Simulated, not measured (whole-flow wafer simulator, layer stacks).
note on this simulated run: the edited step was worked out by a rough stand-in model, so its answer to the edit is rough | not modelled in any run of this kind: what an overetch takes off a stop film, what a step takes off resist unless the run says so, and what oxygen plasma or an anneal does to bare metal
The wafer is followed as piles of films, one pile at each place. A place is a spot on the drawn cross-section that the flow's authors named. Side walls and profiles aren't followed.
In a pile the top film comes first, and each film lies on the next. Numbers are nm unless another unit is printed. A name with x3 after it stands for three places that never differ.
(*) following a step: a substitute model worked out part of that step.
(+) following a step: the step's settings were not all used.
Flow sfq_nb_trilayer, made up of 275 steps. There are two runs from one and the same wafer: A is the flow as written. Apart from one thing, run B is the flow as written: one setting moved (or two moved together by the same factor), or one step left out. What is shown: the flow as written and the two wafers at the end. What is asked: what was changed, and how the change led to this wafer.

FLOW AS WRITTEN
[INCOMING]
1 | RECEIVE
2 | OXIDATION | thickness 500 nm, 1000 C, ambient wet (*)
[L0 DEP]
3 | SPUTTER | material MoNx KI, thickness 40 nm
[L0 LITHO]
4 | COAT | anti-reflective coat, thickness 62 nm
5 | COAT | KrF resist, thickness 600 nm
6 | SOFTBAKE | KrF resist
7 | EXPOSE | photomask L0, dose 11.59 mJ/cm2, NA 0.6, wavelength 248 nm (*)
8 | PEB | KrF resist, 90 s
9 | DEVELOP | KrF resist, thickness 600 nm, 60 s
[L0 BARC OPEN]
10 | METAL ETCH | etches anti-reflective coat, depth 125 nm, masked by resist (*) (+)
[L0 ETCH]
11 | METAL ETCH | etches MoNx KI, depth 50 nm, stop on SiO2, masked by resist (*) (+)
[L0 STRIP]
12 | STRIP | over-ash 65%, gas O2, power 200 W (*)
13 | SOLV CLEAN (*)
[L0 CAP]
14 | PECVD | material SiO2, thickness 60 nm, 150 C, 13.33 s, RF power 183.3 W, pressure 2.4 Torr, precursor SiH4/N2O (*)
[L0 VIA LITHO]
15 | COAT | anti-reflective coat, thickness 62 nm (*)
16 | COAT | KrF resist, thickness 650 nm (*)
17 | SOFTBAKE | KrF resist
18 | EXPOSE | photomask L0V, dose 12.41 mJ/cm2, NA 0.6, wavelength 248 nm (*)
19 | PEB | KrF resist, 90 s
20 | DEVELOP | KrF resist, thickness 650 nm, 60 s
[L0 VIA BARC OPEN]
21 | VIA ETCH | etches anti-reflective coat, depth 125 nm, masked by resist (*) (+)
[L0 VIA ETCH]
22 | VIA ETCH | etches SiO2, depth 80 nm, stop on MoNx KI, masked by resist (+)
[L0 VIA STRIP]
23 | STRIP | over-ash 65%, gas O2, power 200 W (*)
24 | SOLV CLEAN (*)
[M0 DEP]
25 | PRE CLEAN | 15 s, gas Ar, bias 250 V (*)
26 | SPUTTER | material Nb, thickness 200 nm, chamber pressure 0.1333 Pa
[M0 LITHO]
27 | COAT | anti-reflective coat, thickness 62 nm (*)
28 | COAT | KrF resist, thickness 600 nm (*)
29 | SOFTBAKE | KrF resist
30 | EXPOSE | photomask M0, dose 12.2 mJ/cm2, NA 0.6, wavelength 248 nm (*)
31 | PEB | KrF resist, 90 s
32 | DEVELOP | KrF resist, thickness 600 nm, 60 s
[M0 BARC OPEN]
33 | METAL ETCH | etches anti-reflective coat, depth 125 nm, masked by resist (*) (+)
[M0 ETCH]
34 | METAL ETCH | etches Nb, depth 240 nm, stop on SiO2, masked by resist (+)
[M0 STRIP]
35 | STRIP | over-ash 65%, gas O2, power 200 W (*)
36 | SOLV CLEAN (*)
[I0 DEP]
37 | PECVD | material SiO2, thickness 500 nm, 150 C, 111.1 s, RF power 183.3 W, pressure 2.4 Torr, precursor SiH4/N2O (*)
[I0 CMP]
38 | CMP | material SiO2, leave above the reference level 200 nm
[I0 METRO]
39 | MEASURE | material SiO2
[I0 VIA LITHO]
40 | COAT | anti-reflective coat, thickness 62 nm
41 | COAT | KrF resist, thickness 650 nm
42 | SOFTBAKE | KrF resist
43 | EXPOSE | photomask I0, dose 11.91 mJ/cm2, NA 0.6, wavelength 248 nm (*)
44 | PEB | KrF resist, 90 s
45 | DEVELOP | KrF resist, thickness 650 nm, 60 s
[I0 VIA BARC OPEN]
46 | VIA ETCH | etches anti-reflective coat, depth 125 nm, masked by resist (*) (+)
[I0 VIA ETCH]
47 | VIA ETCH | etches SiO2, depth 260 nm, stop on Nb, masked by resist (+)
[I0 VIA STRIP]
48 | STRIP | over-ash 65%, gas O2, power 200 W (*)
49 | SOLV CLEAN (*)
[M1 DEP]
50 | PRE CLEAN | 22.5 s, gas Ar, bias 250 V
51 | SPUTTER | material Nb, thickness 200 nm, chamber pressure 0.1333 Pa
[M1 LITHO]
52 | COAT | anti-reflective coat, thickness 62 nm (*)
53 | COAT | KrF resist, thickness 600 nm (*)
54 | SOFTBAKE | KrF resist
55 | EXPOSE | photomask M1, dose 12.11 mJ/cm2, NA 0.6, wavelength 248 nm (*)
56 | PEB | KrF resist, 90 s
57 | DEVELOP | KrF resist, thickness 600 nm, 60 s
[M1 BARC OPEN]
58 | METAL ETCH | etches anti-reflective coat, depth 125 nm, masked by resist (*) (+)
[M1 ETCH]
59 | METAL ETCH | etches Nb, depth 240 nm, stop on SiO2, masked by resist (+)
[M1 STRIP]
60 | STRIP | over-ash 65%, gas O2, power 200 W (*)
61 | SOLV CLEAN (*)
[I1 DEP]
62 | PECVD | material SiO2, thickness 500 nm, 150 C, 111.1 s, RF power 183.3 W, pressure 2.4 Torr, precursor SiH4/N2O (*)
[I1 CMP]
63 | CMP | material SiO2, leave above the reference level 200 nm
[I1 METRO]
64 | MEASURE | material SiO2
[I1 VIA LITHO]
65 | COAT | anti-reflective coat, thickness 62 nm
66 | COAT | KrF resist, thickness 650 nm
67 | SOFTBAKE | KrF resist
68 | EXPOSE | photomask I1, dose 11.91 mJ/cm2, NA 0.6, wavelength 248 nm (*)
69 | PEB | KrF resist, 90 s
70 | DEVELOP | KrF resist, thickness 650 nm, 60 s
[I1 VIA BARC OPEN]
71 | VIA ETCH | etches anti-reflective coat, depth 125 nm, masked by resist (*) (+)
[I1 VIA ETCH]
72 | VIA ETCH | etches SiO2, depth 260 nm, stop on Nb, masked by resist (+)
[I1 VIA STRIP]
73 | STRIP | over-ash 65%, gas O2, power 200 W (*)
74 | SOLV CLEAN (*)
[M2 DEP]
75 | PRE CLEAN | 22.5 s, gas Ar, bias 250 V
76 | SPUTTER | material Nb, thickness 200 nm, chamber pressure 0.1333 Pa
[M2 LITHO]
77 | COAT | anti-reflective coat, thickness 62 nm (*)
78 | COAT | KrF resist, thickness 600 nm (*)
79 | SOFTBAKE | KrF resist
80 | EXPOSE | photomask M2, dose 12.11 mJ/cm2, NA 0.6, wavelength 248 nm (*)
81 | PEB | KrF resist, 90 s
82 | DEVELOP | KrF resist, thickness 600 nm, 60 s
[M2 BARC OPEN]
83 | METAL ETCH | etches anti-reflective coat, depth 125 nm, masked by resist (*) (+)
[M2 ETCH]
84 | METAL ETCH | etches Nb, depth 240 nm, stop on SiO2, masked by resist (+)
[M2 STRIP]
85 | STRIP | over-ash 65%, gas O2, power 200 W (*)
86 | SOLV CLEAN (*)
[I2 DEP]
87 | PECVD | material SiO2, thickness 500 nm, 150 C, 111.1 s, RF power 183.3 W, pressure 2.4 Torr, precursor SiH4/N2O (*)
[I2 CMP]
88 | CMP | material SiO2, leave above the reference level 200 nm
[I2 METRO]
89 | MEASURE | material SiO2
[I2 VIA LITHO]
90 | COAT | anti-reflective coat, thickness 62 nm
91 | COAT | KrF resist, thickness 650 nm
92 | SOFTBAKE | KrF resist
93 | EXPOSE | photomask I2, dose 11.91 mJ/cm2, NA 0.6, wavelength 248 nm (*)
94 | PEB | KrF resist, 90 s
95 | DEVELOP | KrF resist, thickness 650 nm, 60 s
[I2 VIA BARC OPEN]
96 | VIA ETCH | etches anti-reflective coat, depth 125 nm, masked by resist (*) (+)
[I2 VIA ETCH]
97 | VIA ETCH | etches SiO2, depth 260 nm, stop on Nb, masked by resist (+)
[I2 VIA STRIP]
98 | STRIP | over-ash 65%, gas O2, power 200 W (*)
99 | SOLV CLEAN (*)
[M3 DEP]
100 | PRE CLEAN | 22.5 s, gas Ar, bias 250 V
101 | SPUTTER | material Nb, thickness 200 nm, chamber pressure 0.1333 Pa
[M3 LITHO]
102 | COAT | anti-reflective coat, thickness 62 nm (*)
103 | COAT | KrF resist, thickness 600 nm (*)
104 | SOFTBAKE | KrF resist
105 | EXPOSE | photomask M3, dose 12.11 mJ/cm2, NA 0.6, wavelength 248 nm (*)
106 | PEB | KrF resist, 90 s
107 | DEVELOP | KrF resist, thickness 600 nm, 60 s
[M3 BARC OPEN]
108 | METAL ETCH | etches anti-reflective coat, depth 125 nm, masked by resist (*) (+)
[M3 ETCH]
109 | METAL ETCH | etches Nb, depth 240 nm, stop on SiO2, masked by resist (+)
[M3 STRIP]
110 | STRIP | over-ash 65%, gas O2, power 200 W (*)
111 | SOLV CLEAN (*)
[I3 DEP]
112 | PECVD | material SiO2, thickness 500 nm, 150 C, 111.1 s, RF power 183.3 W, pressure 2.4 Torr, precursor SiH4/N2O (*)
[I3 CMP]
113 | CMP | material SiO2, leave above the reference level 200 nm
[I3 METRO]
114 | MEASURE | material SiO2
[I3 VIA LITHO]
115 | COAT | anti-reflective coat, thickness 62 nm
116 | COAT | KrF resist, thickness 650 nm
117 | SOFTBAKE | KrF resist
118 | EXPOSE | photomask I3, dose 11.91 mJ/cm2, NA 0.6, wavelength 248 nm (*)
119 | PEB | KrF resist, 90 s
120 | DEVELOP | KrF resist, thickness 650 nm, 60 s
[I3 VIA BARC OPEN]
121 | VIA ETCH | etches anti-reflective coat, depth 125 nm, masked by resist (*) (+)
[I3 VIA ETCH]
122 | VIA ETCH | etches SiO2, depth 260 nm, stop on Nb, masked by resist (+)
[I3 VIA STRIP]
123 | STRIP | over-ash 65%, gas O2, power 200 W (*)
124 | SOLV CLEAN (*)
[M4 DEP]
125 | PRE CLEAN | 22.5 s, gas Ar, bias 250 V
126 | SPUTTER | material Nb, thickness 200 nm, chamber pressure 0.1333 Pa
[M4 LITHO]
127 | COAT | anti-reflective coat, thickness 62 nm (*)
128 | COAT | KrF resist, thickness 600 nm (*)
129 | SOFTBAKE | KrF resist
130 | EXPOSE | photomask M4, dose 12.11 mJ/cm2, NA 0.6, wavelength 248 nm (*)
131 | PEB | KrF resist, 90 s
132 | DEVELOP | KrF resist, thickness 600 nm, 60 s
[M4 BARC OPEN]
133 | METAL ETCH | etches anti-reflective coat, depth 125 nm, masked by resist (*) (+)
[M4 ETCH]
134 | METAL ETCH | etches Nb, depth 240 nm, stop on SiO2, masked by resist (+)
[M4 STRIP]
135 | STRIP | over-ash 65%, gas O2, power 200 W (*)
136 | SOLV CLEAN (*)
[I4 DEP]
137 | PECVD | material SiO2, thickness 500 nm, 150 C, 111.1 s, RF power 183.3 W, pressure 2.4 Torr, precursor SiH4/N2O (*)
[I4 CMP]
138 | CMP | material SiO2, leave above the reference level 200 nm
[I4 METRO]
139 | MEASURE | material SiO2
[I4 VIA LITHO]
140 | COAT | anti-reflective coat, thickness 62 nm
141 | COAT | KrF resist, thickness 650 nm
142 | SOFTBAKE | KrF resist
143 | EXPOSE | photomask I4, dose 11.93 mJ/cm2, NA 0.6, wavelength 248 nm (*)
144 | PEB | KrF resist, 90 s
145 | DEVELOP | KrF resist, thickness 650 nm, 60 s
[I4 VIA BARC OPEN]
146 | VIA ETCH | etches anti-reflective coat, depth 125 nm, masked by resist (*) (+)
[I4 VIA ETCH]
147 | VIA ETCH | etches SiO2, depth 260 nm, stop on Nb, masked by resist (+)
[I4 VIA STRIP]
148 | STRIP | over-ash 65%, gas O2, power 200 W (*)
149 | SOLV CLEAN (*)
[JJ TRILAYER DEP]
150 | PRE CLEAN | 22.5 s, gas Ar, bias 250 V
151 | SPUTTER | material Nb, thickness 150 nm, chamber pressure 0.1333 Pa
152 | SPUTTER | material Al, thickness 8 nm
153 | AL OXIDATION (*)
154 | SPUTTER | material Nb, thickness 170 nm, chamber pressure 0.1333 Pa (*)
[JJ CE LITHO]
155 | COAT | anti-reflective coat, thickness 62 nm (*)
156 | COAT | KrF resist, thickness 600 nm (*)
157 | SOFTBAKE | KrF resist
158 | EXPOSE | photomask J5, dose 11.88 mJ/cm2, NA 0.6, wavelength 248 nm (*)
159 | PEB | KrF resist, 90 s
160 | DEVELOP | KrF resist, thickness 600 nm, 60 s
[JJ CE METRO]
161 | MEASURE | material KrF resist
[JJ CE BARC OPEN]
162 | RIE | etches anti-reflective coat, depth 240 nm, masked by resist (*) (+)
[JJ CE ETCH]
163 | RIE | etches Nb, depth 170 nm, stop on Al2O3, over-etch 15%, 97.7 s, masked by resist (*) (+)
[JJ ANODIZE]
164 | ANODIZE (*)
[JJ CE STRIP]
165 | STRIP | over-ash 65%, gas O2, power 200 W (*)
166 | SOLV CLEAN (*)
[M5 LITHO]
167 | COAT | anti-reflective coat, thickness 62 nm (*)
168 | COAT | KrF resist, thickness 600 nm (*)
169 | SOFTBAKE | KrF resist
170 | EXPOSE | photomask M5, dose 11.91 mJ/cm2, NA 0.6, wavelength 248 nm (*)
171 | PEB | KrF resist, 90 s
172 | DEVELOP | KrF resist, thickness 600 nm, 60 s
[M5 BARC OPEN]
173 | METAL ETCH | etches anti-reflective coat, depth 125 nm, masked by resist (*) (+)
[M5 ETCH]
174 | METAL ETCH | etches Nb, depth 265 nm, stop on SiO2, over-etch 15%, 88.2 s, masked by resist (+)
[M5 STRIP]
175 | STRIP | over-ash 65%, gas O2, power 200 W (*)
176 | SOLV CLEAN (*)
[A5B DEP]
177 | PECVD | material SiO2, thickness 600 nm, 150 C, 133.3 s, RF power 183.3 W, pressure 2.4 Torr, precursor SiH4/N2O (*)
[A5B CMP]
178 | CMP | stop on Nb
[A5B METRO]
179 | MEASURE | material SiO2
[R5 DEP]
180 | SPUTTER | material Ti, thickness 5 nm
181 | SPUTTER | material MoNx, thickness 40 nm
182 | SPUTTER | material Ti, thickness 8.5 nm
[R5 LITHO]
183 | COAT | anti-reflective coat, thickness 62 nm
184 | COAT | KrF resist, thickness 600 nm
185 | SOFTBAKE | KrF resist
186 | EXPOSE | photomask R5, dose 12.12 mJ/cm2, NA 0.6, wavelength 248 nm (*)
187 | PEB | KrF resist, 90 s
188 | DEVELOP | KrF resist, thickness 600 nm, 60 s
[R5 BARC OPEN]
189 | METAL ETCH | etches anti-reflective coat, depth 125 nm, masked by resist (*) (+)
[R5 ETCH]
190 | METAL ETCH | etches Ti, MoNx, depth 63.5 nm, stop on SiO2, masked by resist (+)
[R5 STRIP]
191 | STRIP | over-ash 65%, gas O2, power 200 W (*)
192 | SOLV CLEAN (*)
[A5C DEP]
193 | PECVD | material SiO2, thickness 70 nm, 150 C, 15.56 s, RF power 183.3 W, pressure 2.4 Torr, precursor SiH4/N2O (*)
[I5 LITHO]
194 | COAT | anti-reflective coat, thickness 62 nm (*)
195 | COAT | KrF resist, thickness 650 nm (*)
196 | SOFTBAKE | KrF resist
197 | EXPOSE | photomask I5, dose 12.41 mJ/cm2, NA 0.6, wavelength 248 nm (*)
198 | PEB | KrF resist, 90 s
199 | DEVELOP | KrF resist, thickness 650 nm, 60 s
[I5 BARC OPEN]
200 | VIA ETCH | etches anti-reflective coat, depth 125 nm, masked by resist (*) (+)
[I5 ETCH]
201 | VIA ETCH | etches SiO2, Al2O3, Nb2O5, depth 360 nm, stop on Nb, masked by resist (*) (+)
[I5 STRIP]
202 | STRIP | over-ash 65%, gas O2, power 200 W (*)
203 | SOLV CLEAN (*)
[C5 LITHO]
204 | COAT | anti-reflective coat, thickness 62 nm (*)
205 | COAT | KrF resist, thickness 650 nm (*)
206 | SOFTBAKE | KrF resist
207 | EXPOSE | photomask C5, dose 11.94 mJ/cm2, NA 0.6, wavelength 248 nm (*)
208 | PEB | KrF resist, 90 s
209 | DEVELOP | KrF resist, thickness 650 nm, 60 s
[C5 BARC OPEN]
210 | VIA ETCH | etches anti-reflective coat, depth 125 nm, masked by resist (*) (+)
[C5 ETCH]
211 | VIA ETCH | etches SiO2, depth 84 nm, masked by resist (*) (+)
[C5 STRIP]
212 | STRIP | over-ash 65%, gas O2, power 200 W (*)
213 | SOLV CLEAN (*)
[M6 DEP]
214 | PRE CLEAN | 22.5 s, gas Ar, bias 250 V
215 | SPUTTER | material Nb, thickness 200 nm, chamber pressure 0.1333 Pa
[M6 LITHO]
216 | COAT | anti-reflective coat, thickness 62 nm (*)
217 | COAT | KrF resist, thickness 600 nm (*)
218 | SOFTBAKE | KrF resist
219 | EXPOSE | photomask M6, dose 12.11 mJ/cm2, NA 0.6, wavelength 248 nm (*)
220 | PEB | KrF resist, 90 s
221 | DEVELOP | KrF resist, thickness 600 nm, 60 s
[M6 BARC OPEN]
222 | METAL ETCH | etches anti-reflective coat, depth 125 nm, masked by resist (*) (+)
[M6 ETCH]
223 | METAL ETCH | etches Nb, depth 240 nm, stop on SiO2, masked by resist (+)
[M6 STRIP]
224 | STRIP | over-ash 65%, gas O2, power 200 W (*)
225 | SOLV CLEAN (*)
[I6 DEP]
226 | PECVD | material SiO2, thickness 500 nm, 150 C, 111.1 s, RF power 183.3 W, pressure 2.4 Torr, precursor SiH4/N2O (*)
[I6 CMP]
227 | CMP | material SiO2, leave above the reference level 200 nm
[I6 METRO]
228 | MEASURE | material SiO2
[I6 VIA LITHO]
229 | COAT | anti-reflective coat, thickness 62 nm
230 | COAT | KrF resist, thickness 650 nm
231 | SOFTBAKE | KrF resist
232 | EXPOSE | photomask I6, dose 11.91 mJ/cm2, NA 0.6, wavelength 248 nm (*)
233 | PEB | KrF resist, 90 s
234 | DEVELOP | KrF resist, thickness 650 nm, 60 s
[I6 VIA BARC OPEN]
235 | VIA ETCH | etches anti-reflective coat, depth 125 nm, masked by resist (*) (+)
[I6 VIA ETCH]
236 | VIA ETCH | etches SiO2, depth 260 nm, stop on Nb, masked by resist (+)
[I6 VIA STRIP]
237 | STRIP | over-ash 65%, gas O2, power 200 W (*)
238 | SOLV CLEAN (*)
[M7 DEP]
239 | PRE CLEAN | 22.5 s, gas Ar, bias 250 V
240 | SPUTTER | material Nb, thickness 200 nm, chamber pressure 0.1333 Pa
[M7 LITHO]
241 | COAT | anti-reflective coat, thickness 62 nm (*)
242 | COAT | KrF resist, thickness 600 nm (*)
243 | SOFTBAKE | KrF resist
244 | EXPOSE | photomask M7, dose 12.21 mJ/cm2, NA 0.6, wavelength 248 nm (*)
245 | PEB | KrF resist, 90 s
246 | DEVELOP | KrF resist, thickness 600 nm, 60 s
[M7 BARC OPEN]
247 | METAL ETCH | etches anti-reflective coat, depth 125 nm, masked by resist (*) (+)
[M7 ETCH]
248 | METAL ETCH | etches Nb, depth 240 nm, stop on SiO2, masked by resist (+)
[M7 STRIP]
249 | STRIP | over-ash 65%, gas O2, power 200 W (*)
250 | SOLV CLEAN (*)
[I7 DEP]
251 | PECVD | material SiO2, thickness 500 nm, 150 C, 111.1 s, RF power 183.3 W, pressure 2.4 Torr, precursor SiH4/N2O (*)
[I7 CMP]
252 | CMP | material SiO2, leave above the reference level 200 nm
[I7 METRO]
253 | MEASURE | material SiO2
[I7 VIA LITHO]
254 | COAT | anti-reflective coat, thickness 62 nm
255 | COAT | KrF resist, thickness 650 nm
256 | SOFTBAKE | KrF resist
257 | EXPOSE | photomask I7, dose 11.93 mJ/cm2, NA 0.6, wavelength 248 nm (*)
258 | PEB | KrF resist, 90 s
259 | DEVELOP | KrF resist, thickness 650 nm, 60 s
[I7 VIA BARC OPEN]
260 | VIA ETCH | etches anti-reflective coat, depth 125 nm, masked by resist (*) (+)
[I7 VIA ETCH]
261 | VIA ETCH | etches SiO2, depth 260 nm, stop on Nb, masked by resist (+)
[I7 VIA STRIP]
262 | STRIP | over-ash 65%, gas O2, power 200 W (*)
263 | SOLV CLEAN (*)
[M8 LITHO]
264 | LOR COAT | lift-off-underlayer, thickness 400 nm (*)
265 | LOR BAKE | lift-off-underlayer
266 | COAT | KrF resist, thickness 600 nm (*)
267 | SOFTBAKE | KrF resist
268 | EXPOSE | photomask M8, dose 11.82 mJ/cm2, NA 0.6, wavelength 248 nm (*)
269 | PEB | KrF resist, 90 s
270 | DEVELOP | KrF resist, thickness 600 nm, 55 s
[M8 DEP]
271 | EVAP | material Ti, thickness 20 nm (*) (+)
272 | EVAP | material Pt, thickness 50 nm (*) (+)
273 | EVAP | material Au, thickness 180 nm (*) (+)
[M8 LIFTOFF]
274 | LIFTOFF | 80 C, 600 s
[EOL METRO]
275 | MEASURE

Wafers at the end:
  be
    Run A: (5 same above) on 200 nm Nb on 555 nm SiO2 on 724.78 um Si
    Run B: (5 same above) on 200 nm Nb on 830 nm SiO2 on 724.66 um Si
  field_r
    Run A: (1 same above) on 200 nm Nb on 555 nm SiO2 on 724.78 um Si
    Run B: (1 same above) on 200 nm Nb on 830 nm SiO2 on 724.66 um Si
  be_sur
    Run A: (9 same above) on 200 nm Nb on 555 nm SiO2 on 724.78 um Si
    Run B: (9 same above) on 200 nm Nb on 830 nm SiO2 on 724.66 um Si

The reason: step 2, OXIDATION: thickness 775 nm was run, though the flow has thickness 500 nm.

How this came from the change, step by step:
  2 | OXIDATION | thickness 500 nm, 1000 C, ambient wet (*)
      field_l, v_sur, via_wl and 103 more: A +500 SiO2 (new film), -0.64 chemical SiO2 (all of it), -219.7 Si | B +775 SiO2 (new film), -0.64 chemical SiO2 (all of it), -340.7 Si
